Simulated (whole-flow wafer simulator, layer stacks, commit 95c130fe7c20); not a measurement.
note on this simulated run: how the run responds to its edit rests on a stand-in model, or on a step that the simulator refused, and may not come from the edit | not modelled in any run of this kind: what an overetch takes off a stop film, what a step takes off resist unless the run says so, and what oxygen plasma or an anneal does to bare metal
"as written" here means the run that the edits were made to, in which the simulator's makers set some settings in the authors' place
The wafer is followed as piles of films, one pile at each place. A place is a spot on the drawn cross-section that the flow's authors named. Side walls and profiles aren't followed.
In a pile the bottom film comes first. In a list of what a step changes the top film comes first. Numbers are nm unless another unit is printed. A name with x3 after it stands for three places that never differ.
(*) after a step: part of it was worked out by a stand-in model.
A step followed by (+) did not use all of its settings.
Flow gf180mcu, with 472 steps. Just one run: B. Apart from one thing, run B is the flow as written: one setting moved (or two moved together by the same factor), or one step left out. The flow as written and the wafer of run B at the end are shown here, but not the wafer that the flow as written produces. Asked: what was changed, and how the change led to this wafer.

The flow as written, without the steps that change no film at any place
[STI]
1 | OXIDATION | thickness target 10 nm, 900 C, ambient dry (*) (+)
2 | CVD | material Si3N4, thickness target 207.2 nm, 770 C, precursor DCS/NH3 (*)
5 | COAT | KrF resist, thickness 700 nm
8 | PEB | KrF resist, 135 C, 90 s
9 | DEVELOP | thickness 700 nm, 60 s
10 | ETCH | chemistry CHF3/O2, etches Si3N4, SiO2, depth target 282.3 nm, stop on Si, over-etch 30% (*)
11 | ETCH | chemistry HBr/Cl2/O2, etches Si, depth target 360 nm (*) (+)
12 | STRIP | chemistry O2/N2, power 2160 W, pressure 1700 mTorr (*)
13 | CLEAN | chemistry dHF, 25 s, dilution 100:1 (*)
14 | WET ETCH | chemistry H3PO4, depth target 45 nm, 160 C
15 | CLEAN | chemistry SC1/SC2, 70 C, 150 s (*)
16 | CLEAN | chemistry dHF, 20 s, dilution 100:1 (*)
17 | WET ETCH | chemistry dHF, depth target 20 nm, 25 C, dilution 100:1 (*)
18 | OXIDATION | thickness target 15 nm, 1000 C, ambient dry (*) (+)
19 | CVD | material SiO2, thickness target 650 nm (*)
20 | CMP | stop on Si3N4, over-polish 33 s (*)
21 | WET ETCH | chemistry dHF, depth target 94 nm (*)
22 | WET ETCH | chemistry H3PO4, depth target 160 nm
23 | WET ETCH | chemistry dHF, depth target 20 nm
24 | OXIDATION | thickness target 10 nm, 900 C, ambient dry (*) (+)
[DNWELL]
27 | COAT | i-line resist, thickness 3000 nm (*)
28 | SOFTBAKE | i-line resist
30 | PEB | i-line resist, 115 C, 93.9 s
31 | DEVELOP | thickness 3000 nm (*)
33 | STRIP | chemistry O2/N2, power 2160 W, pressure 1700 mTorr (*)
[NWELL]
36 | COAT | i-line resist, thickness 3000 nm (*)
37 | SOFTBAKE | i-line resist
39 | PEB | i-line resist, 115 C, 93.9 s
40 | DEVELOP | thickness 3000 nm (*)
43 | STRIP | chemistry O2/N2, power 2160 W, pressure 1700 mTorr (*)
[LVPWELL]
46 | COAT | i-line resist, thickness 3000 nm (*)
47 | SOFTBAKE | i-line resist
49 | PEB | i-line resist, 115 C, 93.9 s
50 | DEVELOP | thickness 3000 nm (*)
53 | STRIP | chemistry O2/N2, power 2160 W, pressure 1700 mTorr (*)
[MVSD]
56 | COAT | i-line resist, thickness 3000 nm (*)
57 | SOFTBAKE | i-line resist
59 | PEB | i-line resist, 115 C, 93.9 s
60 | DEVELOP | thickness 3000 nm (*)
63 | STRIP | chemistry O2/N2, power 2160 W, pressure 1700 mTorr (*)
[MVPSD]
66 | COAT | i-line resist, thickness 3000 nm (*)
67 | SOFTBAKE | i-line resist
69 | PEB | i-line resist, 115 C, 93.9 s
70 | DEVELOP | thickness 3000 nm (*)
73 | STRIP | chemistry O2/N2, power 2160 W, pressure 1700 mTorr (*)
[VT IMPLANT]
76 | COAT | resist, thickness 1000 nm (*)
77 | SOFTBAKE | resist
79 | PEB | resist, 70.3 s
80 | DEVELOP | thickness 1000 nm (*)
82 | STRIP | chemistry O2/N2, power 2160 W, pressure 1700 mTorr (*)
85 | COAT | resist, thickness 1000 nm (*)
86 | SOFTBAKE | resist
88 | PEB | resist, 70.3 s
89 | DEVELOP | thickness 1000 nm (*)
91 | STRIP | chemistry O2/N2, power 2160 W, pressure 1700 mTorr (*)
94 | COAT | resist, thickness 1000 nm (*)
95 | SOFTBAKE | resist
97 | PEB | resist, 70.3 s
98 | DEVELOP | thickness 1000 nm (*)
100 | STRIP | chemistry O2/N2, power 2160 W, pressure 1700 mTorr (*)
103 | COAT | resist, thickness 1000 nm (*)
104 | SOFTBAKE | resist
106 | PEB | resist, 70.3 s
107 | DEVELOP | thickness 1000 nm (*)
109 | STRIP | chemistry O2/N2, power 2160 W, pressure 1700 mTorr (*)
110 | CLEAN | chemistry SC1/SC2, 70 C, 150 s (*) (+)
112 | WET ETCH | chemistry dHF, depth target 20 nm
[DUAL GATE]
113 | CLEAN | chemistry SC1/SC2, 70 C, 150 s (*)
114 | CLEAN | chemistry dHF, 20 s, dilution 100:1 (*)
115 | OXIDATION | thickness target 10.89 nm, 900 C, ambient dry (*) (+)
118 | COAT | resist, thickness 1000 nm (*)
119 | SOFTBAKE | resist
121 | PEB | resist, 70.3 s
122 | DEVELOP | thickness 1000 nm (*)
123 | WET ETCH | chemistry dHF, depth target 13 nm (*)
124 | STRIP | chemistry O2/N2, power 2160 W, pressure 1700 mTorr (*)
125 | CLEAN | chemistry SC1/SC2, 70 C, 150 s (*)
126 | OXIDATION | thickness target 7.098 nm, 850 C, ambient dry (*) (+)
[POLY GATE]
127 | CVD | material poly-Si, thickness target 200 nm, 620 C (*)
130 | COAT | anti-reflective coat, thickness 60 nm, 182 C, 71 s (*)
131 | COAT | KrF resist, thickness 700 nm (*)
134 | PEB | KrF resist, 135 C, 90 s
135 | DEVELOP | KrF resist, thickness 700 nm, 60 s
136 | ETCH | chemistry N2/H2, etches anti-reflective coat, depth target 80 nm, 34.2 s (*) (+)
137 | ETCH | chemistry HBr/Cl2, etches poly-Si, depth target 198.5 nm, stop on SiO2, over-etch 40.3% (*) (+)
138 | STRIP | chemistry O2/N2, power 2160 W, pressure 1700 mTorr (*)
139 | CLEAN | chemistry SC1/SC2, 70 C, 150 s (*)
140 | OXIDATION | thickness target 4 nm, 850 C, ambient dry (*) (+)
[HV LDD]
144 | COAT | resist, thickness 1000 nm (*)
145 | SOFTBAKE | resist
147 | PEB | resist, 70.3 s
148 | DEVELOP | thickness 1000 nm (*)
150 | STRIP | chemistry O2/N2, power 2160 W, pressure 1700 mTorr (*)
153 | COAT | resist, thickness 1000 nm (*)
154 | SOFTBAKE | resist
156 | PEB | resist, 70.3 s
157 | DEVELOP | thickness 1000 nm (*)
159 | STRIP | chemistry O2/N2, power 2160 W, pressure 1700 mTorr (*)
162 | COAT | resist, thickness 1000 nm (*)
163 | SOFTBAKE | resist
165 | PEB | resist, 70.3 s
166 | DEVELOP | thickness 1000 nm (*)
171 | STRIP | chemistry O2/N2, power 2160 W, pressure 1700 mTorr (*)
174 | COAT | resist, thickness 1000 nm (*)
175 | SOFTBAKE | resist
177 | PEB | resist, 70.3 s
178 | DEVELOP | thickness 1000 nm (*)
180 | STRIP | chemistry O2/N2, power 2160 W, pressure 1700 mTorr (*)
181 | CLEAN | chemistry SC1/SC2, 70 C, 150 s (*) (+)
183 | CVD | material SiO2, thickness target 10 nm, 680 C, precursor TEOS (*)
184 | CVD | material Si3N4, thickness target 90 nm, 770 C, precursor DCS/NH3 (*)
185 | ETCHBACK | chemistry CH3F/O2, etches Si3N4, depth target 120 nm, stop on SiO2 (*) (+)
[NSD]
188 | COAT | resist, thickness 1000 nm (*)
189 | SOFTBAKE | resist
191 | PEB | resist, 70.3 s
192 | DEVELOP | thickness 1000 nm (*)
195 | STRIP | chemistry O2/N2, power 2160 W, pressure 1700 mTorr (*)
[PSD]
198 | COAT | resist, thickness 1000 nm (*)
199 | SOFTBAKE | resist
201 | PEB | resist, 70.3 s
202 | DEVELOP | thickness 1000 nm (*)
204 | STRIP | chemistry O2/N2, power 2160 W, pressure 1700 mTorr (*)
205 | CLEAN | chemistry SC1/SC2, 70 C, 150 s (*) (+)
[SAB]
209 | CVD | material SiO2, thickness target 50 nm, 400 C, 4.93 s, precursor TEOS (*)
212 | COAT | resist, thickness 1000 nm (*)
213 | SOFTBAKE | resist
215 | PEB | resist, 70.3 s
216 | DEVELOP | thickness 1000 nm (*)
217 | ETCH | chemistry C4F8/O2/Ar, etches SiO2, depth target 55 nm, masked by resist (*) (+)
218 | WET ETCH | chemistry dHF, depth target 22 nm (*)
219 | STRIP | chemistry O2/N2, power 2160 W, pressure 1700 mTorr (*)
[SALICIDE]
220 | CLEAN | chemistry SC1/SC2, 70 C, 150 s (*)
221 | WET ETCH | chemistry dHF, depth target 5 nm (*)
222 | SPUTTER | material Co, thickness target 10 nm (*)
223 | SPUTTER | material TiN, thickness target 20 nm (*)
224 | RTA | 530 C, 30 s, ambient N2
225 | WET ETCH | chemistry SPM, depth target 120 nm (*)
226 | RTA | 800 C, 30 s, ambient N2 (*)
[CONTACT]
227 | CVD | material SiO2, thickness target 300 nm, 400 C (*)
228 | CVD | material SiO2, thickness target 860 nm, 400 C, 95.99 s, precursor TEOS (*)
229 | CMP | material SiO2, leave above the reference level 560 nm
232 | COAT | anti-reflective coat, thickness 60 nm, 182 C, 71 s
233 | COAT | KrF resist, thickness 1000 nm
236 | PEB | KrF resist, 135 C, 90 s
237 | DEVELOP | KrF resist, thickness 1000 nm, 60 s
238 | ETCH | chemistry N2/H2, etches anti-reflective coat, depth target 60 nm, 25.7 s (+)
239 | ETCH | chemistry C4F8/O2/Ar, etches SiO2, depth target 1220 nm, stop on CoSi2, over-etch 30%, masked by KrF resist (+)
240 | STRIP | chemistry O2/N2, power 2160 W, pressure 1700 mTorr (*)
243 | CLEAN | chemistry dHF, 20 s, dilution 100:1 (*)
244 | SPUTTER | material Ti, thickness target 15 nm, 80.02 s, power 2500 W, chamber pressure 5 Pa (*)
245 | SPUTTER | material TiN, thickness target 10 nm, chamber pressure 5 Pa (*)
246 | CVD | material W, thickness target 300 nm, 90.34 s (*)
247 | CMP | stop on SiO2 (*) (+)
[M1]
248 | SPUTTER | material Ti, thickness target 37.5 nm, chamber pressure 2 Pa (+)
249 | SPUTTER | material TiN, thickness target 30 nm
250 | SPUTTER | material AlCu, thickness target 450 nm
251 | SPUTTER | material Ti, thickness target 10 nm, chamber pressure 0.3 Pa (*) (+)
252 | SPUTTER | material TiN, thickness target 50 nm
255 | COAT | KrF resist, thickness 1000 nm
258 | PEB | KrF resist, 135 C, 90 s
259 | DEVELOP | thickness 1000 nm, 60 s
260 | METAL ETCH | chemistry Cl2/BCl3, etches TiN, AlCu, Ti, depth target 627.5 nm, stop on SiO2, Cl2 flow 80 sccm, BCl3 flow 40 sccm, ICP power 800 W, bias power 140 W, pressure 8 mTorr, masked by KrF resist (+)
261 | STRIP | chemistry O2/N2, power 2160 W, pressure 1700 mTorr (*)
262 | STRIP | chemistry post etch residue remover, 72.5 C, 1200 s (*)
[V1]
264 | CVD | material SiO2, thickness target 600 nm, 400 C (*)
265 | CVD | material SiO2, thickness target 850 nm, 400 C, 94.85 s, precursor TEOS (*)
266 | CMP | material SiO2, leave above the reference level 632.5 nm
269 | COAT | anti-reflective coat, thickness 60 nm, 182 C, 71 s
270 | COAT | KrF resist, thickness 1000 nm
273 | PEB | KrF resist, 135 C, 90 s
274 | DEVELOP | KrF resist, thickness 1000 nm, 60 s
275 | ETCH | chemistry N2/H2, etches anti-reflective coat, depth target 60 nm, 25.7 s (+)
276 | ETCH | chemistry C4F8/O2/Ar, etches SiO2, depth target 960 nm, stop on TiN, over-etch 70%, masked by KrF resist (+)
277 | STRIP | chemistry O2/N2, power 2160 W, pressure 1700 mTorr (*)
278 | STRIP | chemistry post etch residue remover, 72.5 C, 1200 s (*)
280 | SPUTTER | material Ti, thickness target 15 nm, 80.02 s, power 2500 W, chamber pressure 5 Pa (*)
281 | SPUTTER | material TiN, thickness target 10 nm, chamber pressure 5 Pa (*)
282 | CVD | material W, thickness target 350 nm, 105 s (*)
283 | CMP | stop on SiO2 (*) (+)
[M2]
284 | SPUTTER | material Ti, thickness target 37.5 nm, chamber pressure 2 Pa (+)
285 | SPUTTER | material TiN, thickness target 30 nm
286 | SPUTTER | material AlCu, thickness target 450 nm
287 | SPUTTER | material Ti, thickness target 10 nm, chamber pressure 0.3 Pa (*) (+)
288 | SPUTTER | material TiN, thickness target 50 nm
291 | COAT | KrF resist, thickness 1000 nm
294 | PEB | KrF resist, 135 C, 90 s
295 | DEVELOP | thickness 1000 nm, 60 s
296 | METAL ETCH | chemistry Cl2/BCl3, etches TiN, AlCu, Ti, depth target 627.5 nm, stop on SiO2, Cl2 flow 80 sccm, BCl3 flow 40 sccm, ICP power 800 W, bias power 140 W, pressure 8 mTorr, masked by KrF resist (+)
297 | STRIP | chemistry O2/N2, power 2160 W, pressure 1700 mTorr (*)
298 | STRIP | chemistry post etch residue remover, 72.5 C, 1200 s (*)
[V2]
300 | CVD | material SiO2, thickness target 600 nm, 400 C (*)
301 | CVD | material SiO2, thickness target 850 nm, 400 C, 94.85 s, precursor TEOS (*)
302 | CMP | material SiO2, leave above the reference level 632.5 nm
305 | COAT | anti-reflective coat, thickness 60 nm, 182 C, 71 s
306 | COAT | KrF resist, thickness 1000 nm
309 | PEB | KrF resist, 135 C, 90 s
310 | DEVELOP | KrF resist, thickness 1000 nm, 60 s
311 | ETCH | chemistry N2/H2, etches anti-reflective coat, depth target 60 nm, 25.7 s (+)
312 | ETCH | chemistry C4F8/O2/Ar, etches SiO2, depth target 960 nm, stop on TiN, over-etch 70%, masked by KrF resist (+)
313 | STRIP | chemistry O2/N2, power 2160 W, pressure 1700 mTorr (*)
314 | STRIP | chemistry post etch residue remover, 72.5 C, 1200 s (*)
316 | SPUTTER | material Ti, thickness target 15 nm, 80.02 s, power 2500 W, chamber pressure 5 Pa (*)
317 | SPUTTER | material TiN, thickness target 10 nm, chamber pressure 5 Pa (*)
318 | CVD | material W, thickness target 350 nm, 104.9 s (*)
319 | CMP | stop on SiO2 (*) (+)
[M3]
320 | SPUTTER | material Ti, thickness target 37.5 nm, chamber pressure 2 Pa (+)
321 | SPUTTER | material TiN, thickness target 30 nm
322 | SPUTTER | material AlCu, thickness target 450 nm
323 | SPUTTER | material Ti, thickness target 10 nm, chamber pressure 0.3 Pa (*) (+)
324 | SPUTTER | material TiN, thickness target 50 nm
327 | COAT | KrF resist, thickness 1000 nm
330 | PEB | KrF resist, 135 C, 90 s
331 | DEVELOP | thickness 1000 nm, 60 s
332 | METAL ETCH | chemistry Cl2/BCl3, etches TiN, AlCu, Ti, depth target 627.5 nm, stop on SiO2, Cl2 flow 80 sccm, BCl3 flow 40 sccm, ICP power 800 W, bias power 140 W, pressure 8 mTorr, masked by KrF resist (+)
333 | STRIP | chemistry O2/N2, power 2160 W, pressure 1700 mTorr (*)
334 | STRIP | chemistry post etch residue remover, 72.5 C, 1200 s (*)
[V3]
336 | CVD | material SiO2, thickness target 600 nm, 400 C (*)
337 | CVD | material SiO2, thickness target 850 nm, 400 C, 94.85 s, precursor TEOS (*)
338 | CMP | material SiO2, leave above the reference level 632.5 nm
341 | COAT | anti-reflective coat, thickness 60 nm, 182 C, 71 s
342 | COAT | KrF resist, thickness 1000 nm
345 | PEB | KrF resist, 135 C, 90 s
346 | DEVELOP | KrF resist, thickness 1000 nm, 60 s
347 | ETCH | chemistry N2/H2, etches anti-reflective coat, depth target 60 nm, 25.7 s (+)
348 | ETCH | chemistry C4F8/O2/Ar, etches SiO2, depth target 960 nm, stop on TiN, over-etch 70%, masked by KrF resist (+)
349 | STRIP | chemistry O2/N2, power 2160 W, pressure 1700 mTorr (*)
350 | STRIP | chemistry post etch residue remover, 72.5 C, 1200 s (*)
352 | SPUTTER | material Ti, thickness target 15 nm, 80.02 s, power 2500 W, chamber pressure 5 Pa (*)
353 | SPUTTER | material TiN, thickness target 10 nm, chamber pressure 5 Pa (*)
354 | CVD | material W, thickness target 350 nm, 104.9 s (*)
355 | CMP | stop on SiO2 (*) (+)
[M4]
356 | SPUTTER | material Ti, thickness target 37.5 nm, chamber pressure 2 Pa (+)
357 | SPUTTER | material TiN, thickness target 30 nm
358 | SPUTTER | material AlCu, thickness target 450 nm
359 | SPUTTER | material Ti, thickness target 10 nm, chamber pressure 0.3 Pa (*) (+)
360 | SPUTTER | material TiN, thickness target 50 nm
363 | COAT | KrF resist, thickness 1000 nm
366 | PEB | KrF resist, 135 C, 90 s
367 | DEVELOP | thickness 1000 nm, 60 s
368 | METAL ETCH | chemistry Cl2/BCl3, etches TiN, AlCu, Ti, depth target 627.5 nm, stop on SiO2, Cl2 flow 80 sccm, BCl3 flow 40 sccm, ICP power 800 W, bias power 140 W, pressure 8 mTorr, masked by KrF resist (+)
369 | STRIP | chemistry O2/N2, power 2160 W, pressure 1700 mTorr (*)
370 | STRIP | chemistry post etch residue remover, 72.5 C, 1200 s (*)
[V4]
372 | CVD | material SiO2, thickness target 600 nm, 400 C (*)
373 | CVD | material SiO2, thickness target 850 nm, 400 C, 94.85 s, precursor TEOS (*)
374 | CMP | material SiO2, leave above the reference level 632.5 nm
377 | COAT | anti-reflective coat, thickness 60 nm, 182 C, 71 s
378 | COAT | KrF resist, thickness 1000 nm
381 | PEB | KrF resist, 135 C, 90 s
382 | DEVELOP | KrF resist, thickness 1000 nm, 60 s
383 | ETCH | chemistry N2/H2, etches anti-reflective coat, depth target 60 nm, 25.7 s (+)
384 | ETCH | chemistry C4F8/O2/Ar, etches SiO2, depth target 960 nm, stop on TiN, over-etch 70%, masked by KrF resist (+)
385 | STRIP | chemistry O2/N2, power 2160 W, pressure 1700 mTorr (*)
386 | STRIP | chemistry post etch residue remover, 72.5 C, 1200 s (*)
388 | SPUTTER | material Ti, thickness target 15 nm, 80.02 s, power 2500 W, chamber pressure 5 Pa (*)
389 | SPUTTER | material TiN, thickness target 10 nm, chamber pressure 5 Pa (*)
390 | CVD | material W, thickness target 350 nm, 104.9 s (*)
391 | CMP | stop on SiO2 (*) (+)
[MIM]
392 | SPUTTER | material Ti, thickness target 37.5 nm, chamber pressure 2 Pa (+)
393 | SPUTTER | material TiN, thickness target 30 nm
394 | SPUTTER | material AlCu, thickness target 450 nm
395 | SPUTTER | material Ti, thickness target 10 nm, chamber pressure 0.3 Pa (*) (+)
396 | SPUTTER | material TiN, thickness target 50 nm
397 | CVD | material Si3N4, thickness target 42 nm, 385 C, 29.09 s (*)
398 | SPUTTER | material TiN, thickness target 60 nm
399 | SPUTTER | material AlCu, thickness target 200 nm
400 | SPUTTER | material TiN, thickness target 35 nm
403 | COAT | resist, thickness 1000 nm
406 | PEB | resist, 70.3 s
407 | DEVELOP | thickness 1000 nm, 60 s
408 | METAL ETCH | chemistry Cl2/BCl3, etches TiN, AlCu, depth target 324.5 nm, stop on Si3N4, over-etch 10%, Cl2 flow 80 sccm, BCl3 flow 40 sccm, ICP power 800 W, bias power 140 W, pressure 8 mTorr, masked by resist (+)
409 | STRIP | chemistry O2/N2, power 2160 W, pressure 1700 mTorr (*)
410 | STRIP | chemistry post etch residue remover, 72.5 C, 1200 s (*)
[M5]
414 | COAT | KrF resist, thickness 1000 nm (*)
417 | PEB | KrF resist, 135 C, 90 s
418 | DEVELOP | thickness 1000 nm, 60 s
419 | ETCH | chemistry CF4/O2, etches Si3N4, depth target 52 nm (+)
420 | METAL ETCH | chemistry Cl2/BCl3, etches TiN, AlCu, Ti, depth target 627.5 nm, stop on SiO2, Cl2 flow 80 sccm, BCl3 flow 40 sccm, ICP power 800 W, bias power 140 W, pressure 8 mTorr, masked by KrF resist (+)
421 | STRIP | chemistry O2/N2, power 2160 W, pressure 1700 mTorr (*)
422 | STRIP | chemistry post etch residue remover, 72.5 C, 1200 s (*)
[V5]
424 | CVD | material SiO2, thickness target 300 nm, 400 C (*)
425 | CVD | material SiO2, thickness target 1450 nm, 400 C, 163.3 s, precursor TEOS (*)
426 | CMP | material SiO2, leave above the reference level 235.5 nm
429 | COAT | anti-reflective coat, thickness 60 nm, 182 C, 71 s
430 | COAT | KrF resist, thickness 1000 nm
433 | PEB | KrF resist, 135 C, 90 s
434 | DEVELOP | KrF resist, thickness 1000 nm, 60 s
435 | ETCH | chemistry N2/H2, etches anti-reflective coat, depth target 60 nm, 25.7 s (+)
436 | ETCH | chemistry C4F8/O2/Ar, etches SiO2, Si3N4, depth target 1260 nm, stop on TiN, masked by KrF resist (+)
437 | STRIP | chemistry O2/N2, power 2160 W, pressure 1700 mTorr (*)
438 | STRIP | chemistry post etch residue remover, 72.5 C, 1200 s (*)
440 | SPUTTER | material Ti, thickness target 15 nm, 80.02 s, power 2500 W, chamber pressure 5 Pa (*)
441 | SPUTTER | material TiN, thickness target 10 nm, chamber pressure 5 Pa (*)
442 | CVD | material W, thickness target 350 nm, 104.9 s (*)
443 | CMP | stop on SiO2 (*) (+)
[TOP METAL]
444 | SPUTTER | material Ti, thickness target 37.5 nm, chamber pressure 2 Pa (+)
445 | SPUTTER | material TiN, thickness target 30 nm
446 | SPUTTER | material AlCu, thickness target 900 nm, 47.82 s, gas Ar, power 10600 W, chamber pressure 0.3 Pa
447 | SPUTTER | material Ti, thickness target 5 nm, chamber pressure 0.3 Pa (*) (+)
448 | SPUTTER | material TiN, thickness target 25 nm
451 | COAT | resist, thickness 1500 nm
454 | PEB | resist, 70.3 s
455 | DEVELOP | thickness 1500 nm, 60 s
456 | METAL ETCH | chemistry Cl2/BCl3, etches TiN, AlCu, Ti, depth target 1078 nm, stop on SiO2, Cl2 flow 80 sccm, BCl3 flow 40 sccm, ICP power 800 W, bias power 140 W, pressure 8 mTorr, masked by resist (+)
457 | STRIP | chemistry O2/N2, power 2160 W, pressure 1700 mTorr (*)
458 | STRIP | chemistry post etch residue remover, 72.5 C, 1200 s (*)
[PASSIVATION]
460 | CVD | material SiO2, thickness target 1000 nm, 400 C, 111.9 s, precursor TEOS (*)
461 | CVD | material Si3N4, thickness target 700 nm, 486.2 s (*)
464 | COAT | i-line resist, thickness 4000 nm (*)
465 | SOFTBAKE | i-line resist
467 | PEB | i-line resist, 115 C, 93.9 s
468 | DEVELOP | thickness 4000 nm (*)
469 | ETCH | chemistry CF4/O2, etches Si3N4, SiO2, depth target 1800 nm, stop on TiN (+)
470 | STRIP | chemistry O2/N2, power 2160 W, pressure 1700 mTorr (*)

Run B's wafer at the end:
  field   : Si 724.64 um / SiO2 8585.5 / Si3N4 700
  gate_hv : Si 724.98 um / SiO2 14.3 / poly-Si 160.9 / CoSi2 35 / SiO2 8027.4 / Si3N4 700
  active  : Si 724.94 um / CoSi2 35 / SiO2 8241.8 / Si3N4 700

What caused this: step 266, CMP: leave above the reference level 993 nm was run, while the flow as written has leave above the reference level 632.5 nm.

The path from the change to this, step by step:
  266 | CMP | material SiO2, leave above the reference level 632.5 nm
      field, field__w1, field__w2 and 99 more: nothing (it would be, as written: -300 SiO2)
      field__w8, contact, m1 and 6 more: -516.6 SiO2 (it would be, as written: -877.1 SiO2)
  269 | COAT | anti-reflective coat, thickness 60 nm, 182 C, 71 s
      field: +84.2 anti-reflective coat (new film) (it would be, as written: +60 anti-reflective coat (new film))
      field__w8: +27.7 anti-reflective coat (new film) (it would be, as written: +60 anti-reflective coat (new film))
      (also at 13 further places)
  270 | COAT | KrF resist, thickness 1000 nm
      contact: +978 KrF resist (new film) (it would be, as written: +1000 KrF resist (new film))
      m1: +975.6 KrF resist (new film) (it would be, as written: +1000 KrF resist (new film))
      (also at 2 further places)
  274 | DEVELOP | KrF resist, thickness 1000 nm, 60 s
      contact: -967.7 KrF resist (all of it) (it would be, as written: -989.5 KrF resist (all of it))
  275 | ETCH | chemistry N2/H2, etches anti-reflective coat, depth target 60 nm, 25.7 s (+)
      contact: -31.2 anti-reflective coat (all of it), -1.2 SiO2 (it would be, as written: -60 anti-reflective coat (all of it), -0.46 SiO2)
  276 | ETCH | chemistry C4F8/O2/Ar, etches SiO2, depth target 960 nm, stop on TiN, over-etch 70%, masked by KrF resist (+)
      contact: -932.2 SiO2 (all of it) (it would be, as written: -572.5 SiO2 (all of it))
  277 | STRIP | chemistry O2/N2, power 2160 W, pressure 1700 mTorr (*)
      field: -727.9 KrF resist (all of it), -84.2 anti-reflective coat (all of it) (it would be, as written: -739.2 KrF resist (all of it), -60 anti-reflective coat (all of it))
      field__w8: -732.6 KrF resist (all of it), -27.7 anti-reflective coat (all of it) (it would be, as written: -739.2 KrF resist (all of it), -60 anti-reflective coat (all of it))
      (also at 12 further places)
  280 | SPUTTER | material Ti, thickness target 15 nm, 80.02 s, power 2500 W, chamber pressure 5 Pa (*)
      contact: +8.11 Ti (new film) (it would be, as written: +9.65 Ti (new film))
  281 | SPUTTER | material TiN, thickness target 10 nm, chamber pressure 5 Pa (*)
      contact: +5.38 TiN (new film) (it would be, as written: +6.4 TiN (new film))
  282 | CVD | material W, thickness target 350 nm, 105 s (*)
      contact: +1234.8 W (new film) (it would be, as written: +932.3 W (new film))
  283 | CMP | stop on SiO2 (*) (+)
      field__w8, m1, m1__w1, polyc_n, polyc_n_rim, polyc_p, polyc_p_rim, m1_nw: -350 W (all of it), -10 TiN (all of it), -15 Ti (all of it), -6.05 SiO2 (it would be, as written: -350 W (all of it), -10 TiN (all of it), -15 Ti (all of it), -3.78 SiO2)
  291 | COAT | KrF resist, thickness 1000 nm
      field__w8: +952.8 KrF resist (new film) (it would be, as written: +1000 KrF resist (new film))
      m1: +951.8 KrF resist (new film) (it would be, as written: +1000 KrF resist (new film))
      (also at 6 further places)
  295 | DEVELOP | thickness 1000 nm, 60 s
      polyc_n: -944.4 KrF resist (all of it) (it would be, as written: -989.5 KrF resist (all of it))
      polyc_n_rim: -943.3 KrF resist (all of it) (it would be, as written: -989.5 KrF resist (all of it))
      (also at 2 further places)
  297 | STRIP | chemistry O2/N2, power 2160 W, pressure 1700 mTorr (*)
      field__w8: -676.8 KrF resist (all of it) (it would be, as written: -723.5 KrF resist (all of it))
      m1: -675.8 KrF resist (all of it) (it would be, as written: -723.5 KrF resist (all of it))
      (also at 2 further places)
  302 | CMP | material SiO2, leave above the reference level 632.5 nm
      field, field__w1, field__w2 and 99 more: -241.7 SiO2 (it would be, as written: -300 SiO2)
      contact: -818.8 SiO2 (it would be, as written: -877.1 SiO2)
  312 | ETCH | chemistry C4F8/O2/Ar, etches SiO2, depth target 960 nm, stop on TiN, over-etch 70%, masked by KrF resist (+)
      contact: -630.7 SiO2 (all of it) (it would be, as written: -572.5 SiO2 (all of it))
  318 | CVD | material W, thickness target 350 nm, 104.9 s (*)
      contact: +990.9 W (new film) (it would be, as written: +932.3 W (new film))
